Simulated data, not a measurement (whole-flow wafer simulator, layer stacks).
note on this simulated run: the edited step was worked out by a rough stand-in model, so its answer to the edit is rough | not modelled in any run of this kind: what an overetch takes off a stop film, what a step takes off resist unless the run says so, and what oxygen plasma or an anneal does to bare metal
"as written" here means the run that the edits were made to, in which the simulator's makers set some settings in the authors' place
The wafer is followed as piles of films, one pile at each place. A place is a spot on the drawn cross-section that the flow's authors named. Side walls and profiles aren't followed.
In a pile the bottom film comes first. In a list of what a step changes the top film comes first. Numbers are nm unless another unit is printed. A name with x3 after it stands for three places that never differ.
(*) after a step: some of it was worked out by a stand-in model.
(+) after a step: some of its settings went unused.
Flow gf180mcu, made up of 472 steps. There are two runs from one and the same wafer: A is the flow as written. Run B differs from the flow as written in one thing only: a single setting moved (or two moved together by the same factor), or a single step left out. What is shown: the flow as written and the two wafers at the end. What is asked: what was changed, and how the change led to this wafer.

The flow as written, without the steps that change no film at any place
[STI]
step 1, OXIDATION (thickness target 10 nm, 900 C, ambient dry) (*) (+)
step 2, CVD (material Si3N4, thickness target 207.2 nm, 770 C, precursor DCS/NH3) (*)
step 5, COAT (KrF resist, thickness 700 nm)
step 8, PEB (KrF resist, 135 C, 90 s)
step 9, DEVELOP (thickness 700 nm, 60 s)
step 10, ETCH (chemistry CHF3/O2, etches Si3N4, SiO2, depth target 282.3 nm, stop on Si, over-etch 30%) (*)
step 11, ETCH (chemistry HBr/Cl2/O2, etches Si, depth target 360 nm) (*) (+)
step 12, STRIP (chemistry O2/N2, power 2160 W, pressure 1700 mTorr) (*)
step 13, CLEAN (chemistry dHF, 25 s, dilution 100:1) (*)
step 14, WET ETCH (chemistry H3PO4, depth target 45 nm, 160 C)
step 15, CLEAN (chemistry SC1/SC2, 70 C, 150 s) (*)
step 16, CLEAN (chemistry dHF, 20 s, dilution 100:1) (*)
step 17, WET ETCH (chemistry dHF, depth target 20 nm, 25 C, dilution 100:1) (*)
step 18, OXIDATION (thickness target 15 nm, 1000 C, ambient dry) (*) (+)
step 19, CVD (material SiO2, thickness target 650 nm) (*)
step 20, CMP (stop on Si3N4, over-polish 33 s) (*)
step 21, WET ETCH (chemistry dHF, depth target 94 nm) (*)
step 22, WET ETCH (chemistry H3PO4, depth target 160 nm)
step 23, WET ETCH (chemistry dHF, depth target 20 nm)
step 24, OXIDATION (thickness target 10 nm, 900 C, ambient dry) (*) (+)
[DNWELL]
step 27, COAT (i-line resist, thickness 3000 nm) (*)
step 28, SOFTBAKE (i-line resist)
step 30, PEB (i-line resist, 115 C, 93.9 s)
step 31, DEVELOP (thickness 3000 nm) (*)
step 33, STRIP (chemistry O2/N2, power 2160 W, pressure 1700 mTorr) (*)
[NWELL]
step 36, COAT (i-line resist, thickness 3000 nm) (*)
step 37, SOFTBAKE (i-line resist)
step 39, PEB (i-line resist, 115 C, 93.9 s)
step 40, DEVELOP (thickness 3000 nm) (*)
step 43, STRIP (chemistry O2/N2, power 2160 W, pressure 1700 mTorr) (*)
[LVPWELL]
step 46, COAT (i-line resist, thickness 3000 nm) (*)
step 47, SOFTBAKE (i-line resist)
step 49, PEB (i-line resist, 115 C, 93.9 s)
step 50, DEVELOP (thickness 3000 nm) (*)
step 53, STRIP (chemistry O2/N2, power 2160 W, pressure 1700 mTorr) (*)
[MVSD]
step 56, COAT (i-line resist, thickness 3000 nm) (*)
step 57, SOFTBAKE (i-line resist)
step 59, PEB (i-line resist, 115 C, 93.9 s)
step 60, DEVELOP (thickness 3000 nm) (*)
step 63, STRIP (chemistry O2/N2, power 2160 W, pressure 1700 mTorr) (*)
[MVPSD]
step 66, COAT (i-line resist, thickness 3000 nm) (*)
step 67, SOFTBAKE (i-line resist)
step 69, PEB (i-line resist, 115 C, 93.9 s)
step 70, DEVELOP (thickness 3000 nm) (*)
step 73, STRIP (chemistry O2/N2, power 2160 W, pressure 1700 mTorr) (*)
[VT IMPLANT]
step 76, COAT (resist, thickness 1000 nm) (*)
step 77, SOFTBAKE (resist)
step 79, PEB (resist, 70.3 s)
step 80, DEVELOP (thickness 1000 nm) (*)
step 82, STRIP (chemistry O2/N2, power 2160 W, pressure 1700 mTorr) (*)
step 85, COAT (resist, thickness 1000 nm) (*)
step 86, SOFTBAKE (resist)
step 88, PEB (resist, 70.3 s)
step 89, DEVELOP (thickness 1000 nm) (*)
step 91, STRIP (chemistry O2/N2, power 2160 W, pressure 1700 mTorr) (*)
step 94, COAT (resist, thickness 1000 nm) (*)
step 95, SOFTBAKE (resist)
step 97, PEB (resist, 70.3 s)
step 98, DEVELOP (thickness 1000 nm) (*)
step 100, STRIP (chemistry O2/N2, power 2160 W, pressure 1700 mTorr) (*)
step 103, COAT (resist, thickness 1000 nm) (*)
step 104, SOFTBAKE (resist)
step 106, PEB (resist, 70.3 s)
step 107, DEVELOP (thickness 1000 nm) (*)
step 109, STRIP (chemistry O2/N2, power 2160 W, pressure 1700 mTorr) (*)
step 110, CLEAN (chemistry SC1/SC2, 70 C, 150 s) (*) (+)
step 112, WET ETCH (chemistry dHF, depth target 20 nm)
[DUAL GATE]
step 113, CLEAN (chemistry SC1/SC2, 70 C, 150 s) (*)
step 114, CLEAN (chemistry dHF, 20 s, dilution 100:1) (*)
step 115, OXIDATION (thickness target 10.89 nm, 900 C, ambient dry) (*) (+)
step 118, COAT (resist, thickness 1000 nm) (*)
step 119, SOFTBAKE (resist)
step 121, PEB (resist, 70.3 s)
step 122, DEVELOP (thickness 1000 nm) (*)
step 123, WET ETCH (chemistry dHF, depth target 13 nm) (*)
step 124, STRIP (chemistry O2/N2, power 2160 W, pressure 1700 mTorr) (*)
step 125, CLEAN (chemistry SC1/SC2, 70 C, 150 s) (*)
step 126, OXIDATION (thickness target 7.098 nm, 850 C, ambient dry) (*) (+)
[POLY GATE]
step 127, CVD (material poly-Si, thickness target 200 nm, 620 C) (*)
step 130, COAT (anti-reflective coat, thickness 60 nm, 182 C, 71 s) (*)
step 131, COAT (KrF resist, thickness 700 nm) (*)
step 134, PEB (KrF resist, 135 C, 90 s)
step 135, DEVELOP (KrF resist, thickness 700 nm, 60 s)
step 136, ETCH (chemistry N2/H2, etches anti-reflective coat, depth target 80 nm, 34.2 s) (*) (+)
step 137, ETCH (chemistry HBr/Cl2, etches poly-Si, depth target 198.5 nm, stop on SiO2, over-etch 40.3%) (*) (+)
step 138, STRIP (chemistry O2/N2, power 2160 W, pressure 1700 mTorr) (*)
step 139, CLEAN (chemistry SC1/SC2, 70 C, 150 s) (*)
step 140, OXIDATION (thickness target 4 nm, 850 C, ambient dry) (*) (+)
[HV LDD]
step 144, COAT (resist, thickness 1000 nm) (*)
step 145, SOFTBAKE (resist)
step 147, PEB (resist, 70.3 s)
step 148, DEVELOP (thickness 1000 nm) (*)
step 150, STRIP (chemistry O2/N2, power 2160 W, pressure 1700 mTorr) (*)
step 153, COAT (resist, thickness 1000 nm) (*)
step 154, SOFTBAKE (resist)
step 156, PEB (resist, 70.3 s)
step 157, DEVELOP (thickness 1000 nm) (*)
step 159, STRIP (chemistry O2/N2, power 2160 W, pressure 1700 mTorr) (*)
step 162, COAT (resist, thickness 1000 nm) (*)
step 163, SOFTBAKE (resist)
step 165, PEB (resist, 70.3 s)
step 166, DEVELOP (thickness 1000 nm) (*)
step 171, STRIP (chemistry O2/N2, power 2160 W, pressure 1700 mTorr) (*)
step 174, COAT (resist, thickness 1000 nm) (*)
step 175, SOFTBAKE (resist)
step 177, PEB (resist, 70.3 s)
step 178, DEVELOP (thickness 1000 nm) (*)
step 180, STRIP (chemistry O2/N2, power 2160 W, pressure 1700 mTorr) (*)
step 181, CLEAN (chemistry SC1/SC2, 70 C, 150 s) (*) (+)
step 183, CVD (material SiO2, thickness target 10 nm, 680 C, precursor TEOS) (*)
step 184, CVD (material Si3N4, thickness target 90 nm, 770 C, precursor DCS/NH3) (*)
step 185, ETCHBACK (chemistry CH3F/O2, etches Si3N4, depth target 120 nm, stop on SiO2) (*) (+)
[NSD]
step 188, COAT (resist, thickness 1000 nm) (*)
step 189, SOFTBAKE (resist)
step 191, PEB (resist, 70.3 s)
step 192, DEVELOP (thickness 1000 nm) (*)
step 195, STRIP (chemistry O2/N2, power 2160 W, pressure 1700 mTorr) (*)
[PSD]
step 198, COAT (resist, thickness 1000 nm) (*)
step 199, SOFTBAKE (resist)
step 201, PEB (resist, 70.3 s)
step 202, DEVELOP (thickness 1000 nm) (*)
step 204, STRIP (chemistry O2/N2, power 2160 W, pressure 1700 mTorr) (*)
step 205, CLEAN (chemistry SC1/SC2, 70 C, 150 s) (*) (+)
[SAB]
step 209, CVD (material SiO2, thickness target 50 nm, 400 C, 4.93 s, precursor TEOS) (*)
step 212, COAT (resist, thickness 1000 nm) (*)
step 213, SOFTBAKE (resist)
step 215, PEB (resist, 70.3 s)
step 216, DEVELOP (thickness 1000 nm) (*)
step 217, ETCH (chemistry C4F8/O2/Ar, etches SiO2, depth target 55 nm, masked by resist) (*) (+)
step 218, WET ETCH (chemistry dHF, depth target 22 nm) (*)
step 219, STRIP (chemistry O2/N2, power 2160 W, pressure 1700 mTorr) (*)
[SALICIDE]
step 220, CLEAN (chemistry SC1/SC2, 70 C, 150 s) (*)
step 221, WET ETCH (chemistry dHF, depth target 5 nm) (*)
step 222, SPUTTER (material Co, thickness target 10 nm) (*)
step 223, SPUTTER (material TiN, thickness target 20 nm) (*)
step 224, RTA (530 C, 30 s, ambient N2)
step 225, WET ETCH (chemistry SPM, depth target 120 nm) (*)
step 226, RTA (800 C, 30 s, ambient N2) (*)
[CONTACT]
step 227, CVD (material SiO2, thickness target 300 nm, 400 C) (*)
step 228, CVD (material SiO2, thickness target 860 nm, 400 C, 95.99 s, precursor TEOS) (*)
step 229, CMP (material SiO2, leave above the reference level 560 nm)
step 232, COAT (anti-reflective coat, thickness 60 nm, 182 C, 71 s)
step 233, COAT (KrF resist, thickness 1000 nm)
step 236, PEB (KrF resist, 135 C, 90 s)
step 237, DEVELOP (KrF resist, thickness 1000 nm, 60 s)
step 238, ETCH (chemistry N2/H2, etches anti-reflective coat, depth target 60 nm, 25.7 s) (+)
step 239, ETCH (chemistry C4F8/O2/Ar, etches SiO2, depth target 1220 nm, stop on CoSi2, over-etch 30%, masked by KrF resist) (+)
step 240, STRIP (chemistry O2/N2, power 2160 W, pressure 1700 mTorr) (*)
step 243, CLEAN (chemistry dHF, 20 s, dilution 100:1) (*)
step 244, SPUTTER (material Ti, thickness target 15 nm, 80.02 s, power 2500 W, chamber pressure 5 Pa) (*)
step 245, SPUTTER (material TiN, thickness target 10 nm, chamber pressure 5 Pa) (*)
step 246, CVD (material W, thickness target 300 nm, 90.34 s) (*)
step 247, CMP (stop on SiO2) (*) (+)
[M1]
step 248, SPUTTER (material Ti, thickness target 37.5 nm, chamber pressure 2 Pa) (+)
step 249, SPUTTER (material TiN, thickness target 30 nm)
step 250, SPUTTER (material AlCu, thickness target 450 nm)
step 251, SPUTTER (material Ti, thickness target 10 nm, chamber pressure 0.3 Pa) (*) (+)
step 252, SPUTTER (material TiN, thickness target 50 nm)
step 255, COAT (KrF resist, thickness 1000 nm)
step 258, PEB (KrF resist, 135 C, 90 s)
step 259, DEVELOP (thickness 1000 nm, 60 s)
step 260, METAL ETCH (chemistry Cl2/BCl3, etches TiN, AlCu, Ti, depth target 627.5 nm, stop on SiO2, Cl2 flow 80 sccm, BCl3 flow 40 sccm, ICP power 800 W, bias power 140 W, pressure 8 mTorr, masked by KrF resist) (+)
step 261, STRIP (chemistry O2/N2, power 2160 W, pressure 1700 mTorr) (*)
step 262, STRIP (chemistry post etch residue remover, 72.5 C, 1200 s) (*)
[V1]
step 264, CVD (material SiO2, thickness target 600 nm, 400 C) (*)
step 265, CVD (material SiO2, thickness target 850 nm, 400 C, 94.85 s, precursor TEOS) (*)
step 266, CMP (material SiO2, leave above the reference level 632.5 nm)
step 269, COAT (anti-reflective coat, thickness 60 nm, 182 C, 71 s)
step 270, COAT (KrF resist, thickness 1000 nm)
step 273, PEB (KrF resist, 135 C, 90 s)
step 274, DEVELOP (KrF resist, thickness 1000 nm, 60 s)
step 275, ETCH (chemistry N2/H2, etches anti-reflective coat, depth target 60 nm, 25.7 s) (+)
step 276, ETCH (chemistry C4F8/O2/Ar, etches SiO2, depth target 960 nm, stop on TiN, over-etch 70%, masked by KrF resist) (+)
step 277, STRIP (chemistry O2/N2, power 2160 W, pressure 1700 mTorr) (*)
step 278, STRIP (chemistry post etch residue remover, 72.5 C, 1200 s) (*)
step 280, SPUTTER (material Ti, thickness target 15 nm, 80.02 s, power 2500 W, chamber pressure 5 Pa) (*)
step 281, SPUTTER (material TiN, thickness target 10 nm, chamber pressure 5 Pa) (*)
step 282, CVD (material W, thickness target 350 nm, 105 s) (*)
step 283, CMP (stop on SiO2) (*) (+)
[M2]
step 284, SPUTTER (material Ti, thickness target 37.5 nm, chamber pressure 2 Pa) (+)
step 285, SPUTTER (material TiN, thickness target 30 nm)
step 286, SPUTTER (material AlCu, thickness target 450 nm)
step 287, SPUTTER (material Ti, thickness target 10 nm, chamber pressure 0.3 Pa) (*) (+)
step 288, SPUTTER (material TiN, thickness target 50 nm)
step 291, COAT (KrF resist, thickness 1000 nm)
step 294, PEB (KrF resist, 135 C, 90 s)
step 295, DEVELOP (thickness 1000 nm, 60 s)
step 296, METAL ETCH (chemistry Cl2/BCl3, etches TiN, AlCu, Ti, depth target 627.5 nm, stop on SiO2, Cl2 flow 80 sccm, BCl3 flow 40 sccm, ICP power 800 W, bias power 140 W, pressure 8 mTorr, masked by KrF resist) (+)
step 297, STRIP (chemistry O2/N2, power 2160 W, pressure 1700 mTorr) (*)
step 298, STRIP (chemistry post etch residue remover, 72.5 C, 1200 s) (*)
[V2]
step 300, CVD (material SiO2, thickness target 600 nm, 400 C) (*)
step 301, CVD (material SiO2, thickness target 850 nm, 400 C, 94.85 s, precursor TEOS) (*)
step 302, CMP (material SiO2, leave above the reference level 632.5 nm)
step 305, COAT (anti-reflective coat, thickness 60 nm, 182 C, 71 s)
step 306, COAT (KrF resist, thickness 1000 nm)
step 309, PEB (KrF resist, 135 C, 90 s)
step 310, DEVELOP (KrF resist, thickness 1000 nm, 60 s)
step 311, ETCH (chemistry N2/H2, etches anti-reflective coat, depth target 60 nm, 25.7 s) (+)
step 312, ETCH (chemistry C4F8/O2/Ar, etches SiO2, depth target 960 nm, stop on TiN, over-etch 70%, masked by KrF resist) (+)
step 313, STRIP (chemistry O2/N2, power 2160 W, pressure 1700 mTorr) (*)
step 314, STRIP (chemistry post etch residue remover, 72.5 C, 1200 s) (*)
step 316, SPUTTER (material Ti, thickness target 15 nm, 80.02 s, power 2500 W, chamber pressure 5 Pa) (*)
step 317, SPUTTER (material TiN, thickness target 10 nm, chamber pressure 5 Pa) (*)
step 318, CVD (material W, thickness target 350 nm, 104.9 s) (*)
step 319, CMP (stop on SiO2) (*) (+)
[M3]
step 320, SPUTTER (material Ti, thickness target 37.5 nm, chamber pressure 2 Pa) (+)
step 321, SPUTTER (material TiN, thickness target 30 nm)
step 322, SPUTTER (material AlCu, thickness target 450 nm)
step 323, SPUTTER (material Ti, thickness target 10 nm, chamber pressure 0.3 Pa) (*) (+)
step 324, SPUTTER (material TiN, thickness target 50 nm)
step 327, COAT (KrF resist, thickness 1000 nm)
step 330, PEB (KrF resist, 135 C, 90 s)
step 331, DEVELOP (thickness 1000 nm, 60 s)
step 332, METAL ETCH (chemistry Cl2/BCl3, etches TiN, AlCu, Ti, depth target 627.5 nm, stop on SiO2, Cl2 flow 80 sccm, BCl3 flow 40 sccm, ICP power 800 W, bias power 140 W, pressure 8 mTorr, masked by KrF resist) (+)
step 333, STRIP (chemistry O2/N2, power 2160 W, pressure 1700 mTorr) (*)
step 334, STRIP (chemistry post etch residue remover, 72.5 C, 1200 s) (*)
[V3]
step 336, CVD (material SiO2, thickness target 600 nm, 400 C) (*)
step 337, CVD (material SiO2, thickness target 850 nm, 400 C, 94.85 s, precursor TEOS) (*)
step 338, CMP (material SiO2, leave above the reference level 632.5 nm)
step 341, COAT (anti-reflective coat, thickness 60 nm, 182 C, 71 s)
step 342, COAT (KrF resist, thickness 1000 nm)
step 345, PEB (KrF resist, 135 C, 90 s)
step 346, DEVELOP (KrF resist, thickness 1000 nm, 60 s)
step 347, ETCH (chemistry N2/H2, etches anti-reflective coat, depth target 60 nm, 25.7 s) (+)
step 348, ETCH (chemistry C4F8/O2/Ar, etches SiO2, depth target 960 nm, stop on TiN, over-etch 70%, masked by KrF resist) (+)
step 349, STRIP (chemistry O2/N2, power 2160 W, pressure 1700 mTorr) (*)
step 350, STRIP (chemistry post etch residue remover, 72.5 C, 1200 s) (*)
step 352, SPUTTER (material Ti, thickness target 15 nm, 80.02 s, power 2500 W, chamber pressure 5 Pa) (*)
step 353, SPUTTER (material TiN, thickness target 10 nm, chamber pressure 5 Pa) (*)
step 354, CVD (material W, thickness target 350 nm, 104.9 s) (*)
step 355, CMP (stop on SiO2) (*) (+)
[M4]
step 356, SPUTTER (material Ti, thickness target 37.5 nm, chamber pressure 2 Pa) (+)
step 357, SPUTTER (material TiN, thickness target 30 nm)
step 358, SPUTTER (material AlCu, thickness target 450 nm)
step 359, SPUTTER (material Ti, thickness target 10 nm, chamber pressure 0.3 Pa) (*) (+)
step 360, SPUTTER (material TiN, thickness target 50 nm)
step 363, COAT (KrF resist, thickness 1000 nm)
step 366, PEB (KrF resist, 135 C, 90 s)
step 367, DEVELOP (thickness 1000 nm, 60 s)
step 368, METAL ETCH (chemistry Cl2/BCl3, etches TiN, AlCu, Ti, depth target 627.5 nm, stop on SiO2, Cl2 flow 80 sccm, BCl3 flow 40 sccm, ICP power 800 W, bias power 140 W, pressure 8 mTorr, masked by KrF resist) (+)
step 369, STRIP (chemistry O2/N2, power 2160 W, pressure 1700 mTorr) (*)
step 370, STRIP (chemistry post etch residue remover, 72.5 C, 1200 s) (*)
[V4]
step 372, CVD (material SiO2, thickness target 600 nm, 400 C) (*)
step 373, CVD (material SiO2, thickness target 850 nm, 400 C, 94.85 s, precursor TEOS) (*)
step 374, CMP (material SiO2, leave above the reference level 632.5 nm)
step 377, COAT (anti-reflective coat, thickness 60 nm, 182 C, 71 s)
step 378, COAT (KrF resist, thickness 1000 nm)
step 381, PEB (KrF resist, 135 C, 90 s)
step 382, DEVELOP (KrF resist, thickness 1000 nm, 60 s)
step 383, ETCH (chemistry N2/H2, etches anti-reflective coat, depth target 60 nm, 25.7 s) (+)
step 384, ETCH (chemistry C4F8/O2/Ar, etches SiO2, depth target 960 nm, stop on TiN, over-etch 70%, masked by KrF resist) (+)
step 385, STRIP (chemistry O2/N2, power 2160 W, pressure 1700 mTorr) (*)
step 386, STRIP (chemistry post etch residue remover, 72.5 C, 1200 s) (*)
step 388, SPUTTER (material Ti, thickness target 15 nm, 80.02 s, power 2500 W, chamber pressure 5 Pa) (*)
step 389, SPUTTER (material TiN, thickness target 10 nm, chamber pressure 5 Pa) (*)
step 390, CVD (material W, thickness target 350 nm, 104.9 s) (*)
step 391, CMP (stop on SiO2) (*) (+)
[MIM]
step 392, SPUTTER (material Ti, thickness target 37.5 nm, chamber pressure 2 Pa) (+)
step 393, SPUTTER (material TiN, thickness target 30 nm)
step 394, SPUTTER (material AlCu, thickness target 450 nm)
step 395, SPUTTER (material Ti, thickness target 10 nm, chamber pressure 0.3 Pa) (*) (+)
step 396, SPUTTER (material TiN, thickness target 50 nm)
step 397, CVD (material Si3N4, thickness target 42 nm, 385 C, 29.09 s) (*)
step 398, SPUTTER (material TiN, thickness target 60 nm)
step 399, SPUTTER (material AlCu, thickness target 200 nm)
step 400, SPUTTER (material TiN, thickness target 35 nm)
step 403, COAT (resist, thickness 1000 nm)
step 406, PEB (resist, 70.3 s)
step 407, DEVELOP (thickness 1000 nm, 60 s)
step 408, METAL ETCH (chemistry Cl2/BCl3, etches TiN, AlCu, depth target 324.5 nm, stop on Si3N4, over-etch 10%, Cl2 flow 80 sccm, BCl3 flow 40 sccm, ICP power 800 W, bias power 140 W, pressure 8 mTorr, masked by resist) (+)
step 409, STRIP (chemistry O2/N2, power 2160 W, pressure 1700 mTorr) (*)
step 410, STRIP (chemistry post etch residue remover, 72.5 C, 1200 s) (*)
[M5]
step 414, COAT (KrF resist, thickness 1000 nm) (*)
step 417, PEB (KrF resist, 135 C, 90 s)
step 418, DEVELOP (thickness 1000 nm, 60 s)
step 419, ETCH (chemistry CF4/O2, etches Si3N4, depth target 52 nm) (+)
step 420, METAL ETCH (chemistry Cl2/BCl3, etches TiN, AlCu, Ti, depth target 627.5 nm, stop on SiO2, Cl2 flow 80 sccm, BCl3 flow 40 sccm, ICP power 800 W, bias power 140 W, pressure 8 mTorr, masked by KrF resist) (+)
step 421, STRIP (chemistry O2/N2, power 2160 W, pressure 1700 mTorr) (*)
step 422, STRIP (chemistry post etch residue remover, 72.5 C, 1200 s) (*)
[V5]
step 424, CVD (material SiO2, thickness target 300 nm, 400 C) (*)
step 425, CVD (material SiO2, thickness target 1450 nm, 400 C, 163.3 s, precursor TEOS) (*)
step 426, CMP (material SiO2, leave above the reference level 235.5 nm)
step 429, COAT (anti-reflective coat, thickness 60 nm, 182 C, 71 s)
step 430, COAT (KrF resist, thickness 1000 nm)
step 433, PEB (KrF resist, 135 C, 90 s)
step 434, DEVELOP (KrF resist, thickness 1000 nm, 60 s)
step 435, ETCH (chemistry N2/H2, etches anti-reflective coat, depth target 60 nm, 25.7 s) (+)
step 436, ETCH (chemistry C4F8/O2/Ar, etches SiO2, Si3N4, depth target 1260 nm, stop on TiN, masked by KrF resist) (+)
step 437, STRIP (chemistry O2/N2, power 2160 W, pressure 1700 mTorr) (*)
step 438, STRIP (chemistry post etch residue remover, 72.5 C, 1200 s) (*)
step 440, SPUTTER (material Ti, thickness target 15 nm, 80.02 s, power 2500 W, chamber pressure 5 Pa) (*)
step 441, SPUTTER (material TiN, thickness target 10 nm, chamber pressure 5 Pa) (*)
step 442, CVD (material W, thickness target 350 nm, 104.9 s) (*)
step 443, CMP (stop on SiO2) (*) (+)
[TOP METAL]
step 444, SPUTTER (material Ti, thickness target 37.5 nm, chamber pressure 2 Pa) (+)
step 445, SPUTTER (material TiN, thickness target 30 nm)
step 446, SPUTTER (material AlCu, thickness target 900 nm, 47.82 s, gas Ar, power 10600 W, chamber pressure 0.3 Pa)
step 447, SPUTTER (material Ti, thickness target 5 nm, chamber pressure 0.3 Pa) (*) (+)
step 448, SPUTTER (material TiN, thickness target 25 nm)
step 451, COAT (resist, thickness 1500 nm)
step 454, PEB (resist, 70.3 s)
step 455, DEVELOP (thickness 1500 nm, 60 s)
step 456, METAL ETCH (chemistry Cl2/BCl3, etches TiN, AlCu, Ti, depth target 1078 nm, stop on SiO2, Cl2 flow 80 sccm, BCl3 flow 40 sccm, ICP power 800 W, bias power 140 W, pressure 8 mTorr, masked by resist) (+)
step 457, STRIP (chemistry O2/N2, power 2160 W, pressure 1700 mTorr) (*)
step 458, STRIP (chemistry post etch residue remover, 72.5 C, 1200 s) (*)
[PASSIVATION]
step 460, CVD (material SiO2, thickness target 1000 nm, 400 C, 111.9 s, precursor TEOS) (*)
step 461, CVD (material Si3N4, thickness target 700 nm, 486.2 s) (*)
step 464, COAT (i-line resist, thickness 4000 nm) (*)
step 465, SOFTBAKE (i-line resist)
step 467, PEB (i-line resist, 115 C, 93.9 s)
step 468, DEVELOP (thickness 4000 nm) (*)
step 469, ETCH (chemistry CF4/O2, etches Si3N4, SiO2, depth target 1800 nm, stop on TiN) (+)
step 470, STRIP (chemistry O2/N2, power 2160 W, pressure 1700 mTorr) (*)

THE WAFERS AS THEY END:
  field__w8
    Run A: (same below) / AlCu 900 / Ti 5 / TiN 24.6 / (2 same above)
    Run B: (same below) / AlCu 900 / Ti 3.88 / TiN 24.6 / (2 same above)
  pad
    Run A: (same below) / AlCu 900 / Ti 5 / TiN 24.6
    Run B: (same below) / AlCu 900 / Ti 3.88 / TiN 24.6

The reason: step 447, SPUTTER: thickness target 3.88 nm was run, though the flow has thickness target 5 nm.
The wafer itself shows it: field__w8 has Ti 3.88, and step 447 as written asks for 5 nm.

How this came from the change, step by step:
  step 447, SPUTTER (material Ti, thickness target 5 nm, chamber pressure 0.3 Pa) (*) (+)
      field, field__w1, field__w2 and 109 more: A Ti gains 5 (new film) | B Ti gains 3.88 (new film)
  step 456, METAL ETCH (chemistry Cl2/BCl3, etches TiN, AlCu, Ti, depth target 1078 nm, stop on SiO2, Cl2 flow 80 sccm, BCl3 flow 40 sccm, ICP power 800 W, bias power 140 W, pressure 8 mTorr, masked by resist) (+)
      field, field__w1, field__w2 and 103 more: A TiN loses 25 (all of it), Ti loses 5 (all of it), AlCu loses 900 (all of it), TiN loses 30 (all of it), Ti loses 37.5 (all of it) | B TiN loses 25 (all of it), Ti loses 3.88 (all of it), AlCu loses 900 (all of it), TiN loses 30 (all of it), Ti loses 37.5 (all of it)
